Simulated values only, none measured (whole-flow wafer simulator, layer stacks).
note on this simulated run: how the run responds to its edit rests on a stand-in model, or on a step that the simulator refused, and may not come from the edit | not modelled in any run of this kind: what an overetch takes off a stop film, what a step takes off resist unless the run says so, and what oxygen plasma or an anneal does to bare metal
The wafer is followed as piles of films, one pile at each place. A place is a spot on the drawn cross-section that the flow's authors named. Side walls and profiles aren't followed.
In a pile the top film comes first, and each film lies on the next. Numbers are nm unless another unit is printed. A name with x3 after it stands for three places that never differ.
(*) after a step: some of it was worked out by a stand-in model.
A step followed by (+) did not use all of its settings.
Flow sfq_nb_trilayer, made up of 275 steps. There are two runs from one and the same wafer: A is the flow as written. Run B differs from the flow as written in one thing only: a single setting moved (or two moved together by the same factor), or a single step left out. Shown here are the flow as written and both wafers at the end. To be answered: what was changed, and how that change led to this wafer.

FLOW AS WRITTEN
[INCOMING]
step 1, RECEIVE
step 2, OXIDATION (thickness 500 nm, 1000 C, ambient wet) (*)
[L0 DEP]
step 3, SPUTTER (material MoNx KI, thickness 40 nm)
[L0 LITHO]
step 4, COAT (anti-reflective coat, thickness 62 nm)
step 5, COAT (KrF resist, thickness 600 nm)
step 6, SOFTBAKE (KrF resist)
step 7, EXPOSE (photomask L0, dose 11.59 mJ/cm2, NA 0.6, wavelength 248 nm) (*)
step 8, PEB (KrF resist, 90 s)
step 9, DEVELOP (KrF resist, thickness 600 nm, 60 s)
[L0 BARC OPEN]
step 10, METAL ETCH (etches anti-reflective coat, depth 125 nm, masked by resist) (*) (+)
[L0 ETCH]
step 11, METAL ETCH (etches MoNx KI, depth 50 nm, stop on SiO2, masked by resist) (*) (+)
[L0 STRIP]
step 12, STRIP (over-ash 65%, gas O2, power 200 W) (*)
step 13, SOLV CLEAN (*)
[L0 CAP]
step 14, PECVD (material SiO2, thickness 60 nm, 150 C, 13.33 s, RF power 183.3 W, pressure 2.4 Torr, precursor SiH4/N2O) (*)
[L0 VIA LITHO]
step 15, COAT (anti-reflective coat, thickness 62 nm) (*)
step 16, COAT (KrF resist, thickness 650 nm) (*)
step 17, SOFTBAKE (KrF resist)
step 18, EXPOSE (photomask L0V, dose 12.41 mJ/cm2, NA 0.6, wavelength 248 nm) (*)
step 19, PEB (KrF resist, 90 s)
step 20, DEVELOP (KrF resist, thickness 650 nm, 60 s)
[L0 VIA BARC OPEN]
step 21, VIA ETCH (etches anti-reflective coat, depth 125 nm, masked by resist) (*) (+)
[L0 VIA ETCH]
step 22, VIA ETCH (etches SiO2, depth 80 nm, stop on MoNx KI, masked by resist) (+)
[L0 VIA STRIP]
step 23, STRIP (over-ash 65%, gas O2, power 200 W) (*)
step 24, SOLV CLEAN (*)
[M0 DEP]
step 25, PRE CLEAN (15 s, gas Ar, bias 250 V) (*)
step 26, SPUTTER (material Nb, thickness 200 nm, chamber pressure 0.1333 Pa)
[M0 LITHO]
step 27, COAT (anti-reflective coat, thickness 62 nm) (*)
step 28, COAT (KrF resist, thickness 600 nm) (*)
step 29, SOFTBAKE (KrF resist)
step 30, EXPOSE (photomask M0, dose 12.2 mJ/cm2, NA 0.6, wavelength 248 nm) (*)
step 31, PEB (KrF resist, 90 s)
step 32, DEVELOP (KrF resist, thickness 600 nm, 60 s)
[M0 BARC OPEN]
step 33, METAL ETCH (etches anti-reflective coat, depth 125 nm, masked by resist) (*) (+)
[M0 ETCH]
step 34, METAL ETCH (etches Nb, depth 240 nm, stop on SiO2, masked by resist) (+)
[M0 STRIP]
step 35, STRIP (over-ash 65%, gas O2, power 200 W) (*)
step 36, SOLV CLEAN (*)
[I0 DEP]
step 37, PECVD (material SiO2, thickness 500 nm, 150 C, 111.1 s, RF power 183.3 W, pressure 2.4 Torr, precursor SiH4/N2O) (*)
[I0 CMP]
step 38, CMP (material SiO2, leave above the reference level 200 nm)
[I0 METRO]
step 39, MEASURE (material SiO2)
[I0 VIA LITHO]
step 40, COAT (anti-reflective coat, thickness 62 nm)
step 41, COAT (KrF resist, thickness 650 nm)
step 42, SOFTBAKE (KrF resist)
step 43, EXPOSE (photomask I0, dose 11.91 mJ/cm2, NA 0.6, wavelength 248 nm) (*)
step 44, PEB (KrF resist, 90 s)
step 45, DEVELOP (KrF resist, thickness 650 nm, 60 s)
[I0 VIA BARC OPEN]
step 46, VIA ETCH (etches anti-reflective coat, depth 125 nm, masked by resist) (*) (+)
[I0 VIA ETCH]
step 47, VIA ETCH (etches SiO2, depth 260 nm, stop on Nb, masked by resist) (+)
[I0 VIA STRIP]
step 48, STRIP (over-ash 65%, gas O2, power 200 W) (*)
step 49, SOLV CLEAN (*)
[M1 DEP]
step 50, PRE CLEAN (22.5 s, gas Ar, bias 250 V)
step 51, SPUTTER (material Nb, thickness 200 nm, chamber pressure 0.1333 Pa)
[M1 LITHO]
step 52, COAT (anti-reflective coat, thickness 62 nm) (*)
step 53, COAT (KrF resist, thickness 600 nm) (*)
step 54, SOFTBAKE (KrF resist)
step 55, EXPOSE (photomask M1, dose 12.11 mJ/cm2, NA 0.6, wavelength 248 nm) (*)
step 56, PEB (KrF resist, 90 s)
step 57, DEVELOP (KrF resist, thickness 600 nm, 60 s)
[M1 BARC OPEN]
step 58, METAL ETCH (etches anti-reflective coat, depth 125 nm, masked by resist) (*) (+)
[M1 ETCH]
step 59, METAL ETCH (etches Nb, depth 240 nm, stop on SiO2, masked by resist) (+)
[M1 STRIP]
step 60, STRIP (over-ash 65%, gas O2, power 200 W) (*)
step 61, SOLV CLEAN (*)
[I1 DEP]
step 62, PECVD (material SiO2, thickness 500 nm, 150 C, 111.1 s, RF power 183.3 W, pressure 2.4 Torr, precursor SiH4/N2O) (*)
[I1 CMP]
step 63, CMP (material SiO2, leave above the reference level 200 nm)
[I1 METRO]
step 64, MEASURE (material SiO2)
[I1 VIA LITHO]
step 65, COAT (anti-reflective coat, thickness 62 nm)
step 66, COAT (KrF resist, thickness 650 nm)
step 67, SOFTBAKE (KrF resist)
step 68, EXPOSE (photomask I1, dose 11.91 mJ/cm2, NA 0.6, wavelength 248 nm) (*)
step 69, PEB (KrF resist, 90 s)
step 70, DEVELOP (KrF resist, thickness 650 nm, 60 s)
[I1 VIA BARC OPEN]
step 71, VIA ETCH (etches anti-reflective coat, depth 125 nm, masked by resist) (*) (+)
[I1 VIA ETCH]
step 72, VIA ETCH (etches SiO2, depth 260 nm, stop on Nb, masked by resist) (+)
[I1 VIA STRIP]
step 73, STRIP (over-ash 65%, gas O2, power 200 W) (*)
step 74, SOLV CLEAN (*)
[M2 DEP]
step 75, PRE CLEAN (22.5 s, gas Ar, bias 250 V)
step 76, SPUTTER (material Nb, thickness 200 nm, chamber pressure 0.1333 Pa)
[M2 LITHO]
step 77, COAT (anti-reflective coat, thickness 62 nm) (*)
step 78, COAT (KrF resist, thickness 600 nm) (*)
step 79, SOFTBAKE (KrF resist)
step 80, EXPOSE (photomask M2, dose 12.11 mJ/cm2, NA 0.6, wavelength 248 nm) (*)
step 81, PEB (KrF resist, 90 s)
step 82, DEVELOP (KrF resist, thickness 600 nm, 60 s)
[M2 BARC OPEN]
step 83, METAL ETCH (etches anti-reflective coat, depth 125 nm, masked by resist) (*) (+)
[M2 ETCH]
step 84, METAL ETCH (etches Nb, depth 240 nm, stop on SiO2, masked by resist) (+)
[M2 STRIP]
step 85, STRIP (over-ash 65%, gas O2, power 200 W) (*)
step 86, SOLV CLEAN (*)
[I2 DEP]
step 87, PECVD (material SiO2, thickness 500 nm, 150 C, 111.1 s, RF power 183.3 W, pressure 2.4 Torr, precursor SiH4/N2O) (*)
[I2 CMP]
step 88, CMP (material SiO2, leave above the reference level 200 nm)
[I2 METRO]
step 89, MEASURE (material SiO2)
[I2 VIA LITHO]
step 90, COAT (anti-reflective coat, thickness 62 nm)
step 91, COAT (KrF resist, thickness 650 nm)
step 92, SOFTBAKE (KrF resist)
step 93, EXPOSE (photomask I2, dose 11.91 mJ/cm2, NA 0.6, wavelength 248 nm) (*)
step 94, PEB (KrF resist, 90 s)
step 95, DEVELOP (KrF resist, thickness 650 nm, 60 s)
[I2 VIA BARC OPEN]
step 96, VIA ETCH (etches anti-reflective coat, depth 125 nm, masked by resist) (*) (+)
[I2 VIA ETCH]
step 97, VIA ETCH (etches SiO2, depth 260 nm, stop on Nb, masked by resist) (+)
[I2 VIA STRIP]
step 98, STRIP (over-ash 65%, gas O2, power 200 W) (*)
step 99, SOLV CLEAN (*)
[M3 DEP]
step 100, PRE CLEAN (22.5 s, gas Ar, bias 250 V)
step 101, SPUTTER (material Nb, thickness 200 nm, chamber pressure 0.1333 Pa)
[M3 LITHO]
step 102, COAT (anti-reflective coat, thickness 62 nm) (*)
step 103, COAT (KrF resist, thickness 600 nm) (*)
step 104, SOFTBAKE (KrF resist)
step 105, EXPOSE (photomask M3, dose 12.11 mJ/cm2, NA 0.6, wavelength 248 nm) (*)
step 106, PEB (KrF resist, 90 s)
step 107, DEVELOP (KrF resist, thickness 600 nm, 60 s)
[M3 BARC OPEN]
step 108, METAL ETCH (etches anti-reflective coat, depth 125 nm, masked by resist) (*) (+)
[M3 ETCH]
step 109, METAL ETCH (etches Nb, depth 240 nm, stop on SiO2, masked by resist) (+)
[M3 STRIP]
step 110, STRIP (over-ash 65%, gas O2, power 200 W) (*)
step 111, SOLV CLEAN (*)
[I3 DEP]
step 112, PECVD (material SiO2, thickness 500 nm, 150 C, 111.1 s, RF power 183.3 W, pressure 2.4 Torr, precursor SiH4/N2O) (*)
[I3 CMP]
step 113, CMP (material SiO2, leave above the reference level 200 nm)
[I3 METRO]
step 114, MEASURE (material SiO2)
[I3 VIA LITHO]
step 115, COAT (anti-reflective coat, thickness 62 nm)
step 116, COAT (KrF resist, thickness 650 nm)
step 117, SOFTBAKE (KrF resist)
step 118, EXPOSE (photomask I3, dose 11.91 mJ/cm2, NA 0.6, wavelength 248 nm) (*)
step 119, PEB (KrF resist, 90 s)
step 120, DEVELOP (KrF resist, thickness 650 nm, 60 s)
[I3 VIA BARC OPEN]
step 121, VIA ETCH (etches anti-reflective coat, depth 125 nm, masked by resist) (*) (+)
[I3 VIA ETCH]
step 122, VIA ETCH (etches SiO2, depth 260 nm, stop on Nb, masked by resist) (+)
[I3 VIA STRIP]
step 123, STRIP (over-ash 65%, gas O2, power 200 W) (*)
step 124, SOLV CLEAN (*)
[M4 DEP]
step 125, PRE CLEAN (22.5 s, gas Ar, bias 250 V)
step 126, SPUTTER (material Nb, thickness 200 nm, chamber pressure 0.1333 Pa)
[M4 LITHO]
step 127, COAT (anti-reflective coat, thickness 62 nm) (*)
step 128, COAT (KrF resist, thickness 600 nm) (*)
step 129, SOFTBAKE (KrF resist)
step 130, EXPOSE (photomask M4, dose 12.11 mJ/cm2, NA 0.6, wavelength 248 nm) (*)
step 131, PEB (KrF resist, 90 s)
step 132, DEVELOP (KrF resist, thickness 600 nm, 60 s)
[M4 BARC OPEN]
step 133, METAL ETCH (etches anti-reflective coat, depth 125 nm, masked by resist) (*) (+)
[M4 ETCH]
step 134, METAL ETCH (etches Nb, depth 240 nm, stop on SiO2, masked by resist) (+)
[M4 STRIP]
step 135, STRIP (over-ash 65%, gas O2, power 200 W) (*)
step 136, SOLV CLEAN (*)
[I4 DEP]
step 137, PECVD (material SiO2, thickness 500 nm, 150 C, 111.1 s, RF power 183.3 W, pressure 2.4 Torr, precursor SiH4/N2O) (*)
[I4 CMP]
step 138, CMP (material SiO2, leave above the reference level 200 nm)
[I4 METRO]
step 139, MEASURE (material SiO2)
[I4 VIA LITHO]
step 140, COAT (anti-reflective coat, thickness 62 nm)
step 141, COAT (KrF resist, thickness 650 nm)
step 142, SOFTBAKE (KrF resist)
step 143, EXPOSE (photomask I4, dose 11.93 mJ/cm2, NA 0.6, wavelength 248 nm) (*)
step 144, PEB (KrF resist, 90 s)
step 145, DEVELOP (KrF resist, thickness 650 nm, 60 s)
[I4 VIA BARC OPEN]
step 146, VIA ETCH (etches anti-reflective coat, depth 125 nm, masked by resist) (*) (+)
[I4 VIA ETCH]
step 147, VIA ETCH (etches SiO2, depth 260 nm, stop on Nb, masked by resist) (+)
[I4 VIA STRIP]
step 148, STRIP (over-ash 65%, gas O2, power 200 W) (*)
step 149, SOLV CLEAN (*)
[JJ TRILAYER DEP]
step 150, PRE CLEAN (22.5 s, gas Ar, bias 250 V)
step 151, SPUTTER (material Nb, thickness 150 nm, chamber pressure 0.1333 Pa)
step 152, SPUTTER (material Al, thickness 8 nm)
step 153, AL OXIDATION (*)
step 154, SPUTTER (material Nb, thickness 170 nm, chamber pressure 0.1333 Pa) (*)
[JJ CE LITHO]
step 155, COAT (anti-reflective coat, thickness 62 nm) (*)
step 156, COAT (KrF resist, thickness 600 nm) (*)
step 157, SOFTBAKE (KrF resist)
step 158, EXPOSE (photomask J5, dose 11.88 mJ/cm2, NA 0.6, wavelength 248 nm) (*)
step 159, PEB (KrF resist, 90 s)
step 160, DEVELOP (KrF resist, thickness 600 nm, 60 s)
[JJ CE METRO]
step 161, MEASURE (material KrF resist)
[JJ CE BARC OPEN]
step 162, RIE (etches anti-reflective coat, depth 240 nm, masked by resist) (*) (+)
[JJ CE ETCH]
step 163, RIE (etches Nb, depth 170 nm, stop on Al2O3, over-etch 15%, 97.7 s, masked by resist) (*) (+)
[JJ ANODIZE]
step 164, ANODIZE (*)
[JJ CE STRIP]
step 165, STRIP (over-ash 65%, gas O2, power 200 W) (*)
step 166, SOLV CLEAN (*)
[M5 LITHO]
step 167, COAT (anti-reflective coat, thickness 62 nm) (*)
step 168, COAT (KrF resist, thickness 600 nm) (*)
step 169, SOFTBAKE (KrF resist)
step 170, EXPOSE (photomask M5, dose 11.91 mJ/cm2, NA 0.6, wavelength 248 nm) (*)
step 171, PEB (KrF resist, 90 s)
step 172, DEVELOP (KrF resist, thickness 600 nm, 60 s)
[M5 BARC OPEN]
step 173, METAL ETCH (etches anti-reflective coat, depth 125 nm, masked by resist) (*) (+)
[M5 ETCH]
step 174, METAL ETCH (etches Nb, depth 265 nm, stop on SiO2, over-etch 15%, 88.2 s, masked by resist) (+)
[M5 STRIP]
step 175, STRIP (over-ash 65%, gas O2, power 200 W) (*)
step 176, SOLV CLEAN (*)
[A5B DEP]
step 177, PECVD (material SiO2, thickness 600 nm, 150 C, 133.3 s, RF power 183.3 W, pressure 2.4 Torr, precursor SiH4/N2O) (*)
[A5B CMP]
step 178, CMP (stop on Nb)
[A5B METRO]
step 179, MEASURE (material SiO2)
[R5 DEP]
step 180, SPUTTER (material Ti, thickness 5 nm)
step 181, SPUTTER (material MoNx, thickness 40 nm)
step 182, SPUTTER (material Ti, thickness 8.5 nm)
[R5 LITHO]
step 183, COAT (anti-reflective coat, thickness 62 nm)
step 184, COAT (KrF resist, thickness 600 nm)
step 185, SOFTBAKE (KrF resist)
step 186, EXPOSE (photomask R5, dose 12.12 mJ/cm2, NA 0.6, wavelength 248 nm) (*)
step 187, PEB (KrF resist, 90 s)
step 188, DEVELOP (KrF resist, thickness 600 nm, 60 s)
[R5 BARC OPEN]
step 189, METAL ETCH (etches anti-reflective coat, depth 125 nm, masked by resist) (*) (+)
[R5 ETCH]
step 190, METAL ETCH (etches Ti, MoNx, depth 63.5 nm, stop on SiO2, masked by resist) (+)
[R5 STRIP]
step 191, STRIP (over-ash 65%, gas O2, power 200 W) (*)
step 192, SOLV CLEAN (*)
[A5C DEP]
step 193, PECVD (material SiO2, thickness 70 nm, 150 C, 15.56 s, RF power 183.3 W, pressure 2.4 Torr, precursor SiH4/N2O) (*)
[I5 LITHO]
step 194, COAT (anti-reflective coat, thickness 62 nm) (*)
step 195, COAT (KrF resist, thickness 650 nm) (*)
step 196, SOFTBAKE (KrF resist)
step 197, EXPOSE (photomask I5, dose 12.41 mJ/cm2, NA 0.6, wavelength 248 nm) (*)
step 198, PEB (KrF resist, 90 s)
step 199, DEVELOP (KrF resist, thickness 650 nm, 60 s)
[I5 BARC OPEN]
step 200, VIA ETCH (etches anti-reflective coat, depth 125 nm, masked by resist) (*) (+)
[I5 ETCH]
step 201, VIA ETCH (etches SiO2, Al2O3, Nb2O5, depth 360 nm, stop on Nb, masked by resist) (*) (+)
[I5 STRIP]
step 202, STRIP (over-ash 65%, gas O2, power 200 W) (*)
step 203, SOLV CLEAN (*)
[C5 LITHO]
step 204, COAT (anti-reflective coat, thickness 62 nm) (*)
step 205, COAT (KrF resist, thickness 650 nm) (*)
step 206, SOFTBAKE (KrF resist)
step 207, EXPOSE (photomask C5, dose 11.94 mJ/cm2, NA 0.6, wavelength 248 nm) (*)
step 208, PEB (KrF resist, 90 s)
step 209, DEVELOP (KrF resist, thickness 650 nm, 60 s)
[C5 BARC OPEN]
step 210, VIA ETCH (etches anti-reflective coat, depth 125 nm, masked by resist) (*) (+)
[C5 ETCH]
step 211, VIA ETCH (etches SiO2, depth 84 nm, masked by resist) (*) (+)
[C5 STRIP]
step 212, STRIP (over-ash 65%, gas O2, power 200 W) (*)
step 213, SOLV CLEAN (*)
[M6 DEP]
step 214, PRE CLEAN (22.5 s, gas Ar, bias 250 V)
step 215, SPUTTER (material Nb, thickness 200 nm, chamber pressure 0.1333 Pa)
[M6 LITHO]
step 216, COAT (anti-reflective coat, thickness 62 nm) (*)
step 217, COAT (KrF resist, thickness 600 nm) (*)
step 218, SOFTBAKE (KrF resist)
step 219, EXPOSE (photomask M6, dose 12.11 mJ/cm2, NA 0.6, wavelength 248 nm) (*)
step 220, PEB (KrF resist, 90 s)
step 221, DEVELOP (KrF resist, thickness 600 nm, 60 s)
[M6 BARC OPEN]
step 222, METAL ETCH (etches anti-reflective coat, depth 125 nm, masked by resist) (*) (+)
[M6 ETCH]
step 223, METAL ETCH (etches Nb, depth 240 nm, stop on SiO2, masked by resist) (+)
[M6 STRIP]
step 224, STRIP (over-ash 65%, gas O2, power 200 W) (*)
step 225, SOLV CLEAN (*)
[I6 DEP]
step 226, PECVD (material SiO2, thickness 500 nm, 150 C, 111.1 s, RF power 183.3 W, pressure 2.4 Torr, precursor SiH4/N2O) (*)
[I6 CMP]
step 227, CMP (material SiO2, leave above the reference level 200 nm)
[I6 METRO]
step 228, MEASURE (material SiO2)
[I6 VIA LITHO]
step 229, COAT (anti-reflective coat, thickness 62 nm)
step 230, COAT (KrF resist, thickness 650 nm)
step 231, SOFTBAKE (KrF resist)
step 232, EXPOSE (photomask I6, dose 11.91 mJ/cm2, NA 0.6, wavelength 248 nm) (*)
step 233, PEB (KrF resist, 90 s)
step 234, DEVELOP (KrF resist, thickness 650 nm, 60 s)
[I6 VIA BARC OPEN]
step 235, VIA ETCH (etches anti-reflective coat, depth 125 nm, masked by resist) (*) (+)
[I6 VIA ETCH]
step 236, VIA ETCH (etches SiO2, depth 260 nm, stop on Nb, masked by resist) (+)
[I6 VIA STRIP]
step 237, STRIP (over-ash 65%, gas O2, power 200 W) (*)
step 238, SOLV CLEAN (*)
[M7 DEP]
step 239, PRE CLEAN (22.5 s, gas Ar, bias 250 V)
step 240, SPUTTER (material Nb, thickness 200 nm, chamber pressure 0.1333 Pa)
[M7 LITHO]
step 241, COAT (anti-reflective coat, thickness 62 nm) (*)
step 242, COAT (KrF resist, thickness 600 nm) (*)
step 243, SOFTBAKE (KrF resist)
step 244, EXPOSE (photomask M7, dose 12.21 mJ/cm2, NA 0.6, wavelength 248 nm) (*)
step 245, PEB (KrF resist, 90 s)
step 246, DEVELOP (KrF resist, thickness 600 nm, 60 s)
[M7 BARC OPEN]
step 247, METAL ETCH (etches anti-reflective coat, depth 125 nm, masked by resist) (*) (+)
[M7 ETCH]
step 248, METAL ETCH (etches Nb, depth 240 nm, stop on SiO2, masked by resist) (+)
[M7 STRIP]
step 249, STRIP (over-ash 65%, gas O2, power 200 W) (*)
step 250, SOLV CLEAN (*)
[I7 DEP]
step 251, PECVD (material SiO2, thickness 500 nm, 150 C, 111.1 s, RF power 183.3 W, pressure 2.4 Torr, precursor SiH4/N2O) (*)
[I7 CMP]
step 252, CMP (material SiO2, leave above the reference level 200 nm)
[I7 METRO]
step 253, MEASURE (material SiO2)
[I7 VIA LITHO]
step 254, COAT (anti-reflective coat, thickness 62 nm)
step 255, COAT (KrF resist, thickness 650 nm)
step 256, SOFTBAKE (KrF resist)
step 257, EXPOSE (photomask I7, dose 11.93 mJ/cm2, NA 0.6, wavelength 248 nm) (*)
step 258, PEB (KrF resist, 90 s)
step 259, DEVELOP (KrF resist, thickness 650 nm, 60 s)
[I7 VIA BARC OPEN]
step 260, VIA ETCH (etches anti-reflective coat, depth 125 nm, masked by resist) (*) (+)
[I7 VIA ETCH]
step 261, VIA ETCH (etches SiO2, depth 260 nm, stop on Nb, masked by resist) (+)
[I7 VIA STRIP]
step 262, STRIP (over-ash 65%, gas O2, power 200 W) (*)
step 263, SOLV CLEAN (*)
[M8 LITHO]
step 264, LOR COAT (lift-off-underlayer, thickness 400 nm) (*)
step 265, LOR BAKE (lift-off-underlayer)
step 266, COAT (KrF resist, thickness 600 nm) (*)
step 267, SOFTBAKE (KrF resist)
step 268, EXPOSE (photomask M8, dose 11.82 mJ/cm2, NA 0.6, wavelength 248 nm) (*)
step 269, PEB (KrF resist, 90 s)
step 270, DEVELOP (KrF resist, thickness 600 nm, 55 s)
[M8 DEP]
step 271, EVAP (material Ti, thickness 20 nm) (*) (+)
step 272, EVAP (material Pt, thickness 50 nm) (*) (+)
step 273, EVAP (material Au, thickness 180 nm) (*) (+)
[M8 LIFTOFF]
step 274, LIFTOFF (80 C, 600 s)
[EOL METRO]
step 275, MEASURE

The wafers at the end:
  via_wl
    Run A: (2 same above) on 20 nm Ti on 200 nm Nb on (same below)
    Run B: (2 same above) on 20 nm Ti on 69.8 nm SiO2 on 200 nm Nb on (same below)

What caused this: step 261, VIA ETCH: depth 130 nm was run, though the flow has depth 260 nm.

The path from the change to this, step by step:
  step 261, VIA ETCH (etches SiO2, depth 260 nm, stop on Nb, masked by resist) (+)
      via_wl, via_w, via_wr: A -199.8 SiO2 (all of it) | B -130 SiO2
      field_l, v_sur, via_sp and 100 more: A -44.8 KrF resist | B -22.4 KrF resist
  step 262, STRIP (over-ash 65%, gas O2, power 200 W) (*)
      field_l, v_sur, via_sp and 100 more: A -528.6 KrF resist (all of it), -62 anti-reflective coat (all of it) | B -551 KrF resist (all of it), -62 anti-reflective coat (all of it)
  step 264, LOR COAT (lift-off-underlayer, thickness 400 nm) (*)
      via_wl, via_wr: A +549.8 lift-off-underlayer (new film) | B +497.5 lift-off-underlayer (new film)
      v_sur: A +369.4 lift-off-underlayer (new film) | B +380.1 lift-off-underlayer (new film)
      (and at 2 other places as well)
  step 266, COAT (KrF resist, thickness 600 nm) (*)
      via_w: A +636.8 KrF resist (new film) | B +623.9 KrF resist (new film)
  step 270, DEVELOP (KrF resist, thickness 600 nm, 55 s)
      v_sur: A -607.3 KrF resist (all of it), -369.4 lift-off-underlayer (all of it) | B -604.3 KrF resist (all of it), -380.1 lift-off-underlayer (all of it)
      via_wl: A -623.9 KrF resist (all of it), -549.8 lift-off-underlayer (all of it) | B -615.1 KrF resist (all of it), -497.5 lift-off-underlayer (all of it)
      (and at 3 other places as well)
If metal films that touch count as one body, via_wl has 8 bodies (between them, from the top down: SiO2 69.8; SiO2 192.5; SiO2 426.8 / Al2O3 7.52 / Nb2O5 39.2; SiO2 192.5; SiO2 192.5; SiO2 192.5; SiO2 192.5); the flow as written gives 7 bodies (between them, from the top down: SiO2 192.5; SiO2 426.8 / Al2O3 7.52 / Nb2O5 39.2; SiO2 192.5; SiO2 192.5; SiO2 192.5; SiO2 192.5).
